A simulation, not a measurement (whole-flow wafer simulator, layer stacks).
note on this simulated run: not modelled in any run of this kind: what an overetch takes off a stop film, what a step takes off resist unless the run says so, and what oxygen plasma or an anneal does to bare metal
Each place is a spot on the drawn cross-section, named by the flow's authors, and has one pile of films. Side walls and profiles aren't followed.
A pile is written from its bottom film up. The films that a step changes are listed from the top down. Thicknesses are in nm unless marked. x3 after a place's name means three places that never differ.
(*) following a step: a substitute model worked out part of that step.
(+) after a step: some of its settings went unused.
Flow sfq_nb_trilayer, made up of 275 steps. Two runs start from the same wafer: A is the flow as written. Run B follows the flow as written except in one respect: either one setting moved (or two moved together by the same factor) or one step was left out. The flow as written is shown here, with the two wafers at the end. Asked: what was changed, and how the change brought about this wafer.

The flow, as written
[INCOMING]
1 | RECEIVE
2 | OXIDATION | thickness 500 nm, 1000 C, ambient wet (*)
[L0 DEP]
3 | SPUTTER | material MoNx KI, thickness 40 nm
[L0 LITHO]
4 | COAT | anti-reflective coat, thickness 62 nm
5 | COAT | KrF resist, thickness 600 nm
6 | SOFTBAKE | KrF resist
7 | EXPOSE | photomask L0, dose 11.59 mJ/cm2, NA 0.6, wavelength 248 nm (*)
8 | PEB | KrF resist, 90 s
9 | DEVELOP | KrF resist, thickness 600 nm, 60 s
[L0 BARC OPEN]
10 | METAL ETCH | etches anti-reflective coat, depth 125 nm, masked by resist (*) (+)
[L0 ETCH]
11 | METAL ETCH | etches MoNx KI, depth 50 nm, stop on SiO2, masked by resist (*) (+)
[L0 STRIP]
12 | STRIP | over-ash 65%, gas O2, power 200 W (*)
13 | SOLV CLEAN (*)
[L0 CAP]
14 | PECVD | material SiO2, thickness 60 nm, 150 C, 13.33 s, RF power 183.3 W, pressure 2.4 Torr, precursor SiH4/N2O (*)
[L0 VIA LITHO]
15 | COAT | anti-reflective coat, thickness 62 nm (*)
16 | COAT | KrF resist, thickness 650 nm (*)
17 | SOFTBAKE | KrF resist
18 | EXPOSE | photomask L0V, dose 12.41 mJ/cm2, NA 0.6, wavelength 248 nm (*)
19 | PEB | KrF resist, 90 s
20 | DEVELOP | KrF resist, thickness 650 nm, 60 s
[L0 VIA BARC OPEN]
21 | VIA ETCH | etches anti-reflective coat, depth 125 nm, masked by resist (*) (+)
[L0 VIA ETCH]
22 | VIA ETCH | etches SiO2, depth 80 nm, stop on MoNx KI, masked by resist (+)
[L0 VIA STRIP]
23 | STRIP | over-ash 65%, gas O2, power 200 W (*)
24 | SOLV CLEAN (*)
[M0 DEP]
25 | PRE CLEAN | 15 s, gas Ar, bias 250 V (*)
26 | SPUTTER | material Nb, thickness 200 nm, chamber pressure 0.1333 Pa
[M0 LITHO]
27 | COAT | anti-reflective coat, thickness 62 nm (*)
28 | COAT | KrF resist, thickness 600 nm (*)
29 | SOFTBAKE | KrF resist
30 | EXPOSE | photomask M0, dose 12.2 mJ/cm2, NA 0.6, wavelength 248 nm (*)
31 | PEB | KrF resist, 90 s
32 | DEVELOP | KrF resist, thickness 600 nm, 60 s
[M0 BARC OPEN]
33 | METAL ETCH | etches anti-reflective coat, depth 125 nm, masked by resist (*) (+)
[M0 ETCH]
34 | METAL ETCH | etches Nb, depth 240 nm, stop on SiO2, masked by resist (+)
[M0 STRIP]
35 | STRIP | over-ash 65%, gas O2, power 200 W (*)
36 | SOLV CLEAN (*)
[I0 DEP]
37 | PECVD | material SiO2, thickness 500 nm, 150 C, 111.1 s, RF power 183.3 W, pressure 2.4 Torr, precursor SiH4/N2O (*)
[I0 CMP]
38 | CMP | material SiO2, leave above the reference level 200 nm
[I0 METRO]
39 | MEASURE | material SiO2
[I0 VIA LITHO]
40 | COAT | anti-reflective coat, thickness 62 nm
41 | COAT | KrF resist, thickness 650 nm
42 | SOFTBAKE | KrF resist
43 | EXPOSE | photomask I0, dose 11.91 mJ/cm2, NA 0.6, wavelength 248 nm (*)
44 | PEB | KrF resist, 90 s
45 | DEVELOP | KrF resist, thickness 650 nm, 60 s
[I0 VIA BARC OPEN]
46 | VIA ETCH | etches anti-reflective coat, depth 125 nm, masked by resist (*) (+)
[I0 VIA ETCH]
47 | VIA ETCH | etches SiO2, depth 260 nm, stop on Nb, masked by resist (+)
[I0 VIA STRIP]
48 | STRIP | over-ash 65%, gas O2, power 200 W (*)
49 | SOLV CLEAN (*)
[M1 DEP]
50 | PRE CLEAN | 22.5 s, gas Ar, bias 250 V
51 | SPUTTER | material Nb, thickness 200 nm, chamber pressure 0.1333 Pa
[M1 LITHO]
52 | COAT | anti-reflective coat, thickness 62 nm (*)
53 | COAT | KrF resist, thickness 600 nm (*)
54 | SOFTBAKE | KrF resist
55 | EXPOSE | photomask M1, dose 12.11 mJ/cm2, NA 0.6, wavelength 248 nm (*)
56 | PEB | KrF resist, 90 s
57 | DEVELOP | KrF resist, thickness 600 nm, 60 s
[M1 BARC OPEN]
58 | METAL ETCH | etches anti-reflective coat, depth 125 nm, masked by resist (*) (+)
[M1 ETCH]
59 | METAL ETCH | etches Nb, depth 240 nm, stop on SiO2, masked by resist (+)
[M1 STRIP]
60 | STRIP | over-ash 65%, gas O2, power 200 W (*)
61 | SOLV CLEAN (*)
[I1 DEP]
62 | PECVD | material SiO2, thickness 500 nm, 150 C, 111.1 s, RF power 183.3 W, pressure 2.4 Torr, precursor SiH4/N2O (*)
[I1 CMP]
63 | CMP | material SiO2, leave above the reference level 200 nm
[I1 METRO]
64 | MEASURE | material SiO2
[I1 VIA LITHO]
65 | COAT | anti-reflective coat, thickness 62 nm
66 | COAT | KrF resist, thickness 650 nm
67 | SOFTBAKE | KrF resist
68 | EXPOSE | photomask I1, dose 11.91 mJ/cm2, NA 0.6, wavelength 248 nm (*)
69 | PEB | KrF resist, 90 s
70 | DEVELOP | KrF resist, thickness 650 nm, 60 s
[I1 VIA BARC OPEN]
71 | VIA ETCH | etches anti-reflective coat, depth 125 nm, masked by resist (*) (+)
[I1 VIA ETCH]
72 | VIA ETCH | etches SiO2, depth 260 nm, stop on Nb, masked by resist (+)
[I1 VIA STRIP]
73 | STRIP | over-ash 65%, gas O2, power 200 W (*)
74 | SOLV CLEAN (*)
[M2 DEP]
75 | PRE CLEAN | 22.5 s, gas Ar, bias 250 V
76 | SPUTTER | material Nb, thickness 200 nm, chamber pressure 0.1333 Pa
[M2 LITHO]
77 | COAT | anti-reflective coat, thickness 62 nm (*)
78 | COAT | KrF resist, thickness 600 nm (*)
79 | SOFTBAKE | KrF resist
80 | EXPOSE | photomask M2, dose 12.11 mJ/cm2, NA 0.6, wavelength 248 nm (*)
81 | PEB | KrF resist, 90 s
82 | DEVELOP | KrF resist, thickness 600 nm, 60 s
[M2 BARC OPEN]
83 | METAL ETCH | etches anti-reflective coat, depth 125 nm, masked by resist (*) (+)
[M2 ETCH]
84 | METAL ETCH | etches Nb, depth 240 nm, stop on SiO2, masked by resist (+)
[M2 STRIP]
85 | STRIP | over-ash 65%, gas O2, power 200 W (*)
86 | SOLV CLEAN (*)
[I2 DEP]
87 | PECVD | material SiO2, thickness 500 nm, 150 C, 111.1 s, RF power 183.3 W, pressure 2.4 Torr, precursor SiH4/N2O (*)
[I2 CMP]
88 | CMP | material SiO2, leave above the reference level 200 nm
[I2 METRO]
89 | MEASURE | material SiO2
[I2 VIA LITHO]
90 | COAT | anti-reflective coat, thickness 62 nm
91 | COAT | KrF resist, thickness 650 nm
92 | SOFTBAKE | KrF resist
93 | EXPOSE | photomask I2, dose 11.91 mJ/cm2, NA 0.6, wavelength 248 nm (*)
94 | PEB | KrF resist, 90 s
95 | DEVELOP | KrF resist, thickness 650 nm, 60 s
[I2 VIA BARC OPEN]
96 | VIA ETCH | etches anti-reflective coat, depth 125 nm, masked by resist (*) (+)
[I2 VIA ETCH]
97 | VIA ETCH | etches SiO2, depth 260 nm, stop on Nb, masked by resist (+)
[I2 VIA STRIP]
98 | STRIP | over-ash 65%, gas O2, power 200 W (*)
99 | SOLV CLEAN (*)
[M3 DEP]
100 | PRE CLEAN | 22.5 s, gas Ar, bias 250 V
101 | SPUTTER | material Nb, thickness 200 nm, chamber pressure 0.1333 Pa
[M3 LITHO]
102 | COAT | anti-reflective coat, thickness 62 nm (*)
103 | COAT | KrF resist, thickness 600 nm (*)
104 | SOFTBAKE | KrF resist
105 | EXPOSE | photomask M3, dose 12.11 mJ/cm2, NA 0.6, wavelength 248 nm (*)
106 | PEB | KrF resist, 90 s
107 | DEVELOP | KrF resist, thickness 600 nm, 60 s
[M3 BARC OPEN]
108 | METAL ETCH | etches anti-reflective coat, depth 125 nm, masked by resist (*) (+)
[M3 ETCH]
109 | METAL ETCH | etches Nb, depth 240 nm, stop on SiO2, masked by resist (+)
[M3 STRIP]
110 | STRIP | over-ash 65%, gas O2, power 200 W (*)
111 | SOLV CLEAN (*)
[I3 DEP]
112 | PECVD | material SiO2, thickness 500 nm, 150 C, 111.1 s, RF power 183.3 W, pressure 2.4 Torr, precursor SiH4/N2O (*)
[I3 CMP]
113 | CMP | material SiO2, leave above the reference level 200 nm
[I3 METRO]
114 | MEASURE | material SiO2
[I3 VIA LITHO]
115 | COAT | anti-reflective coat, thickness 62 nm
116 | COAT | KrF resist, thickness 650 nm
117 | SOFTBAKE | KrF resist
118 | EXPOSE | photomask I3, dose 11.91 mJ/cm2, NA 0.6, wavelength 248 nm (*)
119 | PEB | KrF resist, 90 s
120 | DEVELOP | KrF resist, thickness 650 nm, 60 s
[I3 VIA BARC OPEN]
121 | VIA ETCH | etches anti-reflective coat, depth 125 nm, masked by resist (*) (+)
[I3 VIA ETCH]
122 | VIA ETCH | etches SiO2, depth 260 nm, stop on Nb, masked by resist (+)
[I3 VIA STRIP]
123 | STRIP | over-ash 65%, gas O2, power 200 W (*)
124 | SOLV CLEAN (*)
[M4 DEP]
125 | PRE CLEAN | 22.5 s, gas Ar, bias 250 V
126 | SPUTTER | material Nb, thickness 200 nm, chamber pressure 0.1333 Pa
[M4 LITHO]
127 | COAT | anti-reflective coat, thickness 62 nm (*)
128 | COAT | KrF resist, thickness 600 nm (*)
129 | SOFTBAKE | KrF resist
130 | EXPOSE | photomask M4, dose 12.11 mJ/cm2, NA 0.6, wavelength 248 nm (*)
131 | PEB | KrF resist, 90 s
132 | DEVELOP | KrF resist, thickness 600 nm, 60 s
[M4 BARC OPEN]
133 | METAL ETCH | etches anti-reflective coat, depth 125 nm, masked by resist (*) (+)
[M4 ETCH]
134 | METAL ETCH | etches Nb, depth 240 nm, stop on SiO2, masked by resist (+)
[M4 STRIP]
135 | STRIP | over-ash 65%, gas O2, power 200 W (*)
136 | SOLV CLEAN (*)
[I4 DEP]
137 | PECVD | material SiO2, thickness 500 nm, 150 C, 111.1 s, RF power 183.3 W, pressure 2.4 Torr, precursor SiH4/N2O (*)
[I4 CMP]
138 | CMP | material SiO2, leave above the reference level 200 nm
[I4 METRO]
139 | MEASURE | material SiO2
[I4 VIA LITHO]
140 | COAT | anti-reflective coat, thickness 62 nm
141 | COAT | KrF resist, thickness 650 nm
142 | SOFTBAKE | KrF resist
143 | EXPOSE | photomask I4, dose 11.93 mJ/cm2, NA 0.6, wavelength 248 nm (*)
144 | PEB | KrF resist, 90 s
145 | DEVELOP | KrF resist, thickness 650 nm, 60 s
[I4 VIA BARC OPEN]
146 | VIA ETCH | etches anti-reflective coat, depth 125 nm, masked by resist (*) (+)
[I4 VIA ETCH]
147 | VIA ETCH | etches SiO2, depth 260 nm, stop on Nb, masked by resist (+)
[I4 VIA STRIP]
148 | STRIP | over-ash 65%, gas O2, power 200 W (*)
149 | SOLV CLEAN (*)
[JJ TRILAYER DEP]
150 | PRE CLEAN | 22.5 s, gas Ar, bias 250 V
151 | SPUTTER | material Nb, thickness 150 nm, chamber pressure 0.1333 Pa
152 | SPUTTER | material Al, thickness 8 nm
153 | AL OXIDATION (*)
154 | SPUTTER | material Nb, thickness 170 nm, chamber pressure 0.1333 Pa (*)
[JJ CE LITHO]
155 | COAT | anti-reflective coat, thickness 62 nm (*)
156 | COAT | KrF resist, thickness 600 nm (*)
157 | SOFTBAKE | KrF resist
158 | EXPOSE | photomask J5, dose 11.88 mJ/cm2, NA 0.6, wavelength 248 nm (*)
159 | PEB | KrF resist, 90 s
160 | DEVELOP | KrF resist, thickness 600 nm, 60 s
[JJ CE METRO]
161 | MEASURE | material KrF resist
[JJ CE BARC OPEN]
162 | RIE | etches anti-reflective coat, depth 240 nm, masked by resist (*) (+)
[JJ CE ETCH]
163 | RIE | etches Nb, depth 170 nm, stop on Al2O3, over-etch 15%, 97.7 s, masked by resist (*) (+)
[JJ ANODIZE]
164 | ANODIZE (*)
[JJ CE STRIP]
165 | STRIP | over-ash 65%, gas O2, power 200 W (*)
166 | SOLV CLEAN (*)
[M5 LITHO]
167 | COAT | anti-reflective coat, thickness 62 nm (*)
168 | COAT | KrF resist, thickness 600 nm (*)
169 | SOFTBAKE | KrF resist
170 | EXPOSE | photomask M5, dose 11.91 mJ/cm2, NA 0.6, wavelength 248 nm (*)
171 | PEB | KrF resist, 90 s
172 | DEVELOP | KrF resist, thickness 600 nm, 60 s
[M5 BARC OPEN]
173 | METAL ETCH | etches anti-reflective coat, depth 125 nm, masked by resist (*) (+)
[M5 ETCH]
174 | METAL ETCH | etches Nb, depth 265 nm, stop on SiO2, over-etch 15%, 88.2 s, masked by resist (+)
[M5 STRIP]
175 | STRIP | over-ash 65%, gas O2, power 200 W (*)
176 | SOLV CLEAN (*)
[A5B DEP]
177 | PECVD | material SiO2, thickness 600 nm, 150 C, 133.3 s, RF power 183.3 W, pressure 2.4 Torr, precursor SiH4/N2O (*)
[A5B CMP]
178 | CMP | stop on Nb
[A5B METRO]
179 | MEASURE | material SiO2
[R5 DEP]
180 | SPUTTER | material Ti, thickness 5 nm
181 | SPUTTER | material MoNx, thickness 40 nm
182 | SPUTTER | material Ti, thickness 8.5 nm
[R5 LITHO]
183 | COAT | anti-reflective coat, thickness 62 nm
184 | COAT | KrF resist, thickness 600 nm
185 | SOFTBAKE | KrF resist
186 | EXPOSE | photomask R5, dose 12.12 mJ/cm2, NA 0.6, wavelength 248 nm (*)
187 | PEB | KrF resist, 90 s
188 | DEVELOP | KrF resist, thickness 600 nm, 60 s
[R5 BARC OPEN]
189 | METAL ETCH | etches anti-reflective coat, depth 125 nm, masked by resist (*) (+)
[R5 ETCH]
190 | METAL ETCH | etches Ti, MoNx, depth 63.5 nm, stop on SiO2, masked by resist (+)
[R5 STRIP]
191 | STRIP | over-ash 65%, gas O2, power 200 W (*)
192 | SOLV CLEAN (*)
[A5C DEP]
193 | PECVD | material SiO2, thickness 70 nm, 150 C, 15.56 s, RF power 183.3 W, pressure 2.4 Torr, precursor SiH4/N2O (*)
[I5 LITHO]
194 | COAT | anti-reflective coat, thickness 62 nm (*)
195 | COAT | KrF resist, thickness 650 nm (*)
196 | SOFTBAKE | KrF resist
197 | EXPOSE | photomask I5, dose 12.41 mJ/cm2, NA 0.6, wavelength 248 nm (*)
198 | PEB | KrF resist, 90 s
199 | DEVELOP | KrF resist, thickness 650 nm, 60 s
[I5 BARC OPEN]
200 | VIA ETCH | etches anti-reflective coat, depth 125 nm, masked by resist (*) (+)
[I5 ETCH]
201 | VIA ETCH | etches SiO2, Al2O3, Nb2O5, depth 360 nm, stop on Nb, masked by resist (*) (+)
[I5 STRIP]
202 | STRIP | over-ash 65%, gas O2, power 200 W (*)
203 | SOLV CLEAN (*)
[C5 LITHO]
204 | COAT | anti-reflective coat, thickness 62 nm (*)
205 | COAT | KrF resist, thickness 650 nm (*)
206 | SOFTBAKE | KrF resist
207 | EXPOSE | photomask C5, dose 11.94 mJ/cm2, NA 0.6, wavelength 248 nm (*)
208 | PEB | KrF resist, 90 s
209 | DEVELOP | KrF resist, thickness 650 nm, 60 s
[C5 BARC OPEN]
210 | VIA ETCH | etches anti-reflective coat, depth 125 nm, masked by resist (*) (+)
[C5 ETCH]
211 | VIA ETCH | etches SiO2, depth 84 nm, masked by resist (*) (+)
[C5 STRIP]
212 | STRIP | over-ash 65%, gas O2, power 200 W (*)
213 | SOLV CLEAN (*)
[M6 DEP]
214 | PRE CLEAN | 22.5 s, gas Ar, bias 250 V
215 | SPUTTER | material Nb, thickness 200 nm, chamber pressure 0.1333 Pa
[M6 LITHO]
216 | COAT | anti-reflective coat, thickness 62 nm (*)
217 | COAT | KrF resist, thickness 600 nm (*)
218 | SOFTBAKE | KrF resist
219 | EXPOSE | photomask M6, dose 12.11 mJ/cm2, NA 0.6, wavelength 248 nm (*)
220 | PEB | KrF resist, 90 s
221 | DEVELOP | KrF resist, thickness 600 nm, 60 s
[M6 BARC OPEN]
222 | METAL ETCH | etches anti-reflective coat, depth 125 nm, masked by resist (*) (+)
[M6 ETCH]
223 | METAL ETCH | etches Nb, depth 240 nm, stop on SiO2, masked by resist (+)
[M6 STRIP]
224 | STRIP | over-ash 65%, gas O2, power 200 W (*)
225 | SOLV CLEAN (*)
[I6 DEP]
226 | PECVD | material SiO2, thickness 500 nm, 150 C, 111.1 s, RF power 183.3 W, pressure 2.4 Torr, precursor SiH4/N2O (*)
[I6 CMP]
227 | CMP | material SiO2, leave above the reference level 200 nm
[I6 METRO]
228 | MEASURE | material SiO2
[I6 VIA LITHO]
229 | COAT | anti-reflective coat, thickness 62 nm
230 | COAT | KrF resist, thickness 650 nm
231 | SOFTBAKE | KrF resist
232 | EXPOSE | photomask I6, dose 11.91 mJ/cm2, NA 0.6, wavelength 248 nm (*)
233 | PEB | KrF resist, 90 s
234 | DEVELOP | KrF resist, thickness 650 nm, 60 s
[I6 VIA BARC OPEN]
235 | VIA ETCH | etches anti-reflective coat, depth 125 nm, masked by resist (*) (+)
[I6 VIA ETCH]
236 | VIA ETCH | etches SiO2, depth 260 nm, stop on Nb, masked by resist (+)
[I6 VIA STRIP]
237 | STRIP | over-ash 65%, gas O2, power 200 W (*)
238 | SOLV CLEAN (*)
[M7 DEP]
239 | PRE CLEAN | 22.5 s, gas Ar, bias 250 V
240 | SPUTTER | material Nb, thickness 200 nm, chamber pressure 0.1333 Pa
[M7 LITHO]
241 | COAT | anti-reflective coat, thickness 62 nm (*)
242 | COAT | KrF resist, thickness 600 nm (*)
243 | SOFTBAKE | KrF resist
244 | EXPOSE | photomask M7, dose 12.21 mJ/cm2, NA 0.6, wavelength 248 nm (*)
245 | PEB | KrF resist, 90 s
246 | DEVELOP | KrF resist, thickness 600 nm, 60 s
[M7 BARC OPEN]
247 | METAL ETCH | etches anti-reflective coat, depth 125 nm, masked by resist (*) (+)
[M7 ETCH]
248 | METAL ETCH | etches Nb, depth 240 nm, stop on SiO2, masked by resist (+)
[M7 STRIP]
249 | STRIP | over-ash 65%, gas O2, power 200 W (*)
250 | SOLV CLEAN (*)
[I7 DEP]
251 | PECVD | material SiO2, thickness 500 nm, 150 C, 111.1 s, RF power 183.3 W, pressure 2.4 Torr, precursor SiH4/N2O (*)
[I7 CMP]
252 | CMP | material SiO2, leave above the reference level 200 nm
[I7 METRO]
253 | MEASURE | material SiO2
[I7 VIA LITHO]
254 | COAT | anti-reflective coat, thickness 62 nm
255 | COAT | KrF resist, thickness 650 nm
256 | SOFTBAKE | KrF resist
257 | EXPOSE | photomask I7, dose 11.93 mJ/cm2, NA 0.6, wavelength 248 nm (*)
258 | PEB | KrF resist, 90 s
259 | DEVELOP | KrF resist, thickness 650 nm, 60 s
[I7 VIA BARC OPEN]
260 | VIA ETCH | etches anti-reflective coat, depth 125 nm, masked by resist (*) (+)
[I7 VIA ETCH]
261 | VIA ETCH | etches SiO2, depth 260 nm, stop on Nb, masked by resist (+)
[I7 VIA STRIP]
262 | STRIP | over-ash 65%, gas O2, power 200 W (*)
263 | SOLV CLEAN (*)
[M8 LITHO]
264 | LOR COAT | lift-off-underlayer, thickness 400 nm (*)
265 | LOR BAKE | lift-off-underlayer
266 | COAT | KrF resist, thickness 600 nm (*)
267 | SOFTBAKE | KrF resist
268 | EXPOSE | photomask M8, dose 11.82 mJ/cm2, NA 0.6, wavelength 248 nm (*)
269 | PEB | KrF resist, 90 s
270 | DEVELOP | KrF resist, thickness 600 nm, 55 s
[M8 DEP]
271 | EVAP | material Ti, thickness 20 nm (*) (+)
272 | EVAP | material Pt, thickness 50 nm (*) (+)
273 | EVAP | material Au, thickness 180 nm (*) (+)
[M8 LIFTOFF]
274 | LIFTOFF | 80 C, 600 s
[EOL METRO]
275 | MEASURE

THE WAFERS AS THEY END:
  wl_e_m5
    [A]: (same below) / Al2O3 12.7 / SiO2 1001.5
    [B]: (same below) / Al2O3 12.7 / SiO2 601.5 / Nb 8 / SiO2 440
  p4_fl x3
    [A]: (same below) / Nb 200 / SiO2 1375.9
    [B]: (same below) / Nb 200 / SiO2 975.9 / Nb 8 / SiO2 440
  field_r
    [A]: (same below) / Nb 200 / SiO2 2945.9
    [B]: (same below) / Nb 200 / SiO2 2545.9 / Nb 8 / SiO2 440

The reason: step 240, SPUTTER: thickness 248 nm was run, while the flow as written has thickness 200 nm.

The path from the change to this, step by step:
  240 | SPUTTER | material Nb, thickness 200 nm, chamber pressure 0.1333 Pa
      field_l, v_sur, via_wl and 102 more: A +200 Nb (new film) | B +248 Nb (new film)
      via_v: A +161.1 Nb | B +200 Nb
  248 | METAL ETCH | etches Nb, depth 240 nm, stop on SiO2, masked by resist (+)
      field_l, field_r, lsp_l and 62 more: A -200 Nb (all of it) | B -240 Nb
  251 | PECVD | material SiO2, thickness 500 nm, 150 C, 111.1 s, RF power 183.3 W, pressure 2.4 Torr, precursor SiH4/N2O (*)
      field_l, p4_fl x3, p4_w1 x9 and 46 more: A +500 SiO2 | B +500 SiO2 (new film)
      field_r, lsp_l: A +477.7 SiO2 | B +473.2 SiO2 (new film)
      (as well as at 5 more places)
  252 | CMP | material SiO2, leave above the reference level 200 nm
      field_l, p4_fl x3, p4_w1 x9 and 46 more: A -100 SiO2 | B -60 SiO2
      field_r, lsp_l: A -77.7 SiO2 | B -33.2 SiO2
      (as well as at 3 more places)
Taking metal films that touch as one body, wl_e_m5 has 7 bodies (between them, from the top down: SiO2 601.5 / Al2O3 12.7 / Nb2O5 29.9; SiO2 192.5; SiO2 192.5; SiO2 192.5; SiO2 192.5; SiO2 192.5); the flow as written gives 6 bodies (between them, from the top down: SiO2 192.5; SiO2 192.5; SiO2 192.5; SiO2 192.5; SiO2 192.5).
Taking metal films that touch as one body, p4_fl x3 has 3 bodies (between them, from the top down: SiO2 975.9; SiO2 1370); the flow as written gives 2 bodies (between them, from the top down: SiO2 1370).
Taking metal films that touch as one body, field_r has 2 bodies (between them, from the top down: SiO2 2545.9); the flow as written gives 1 body.
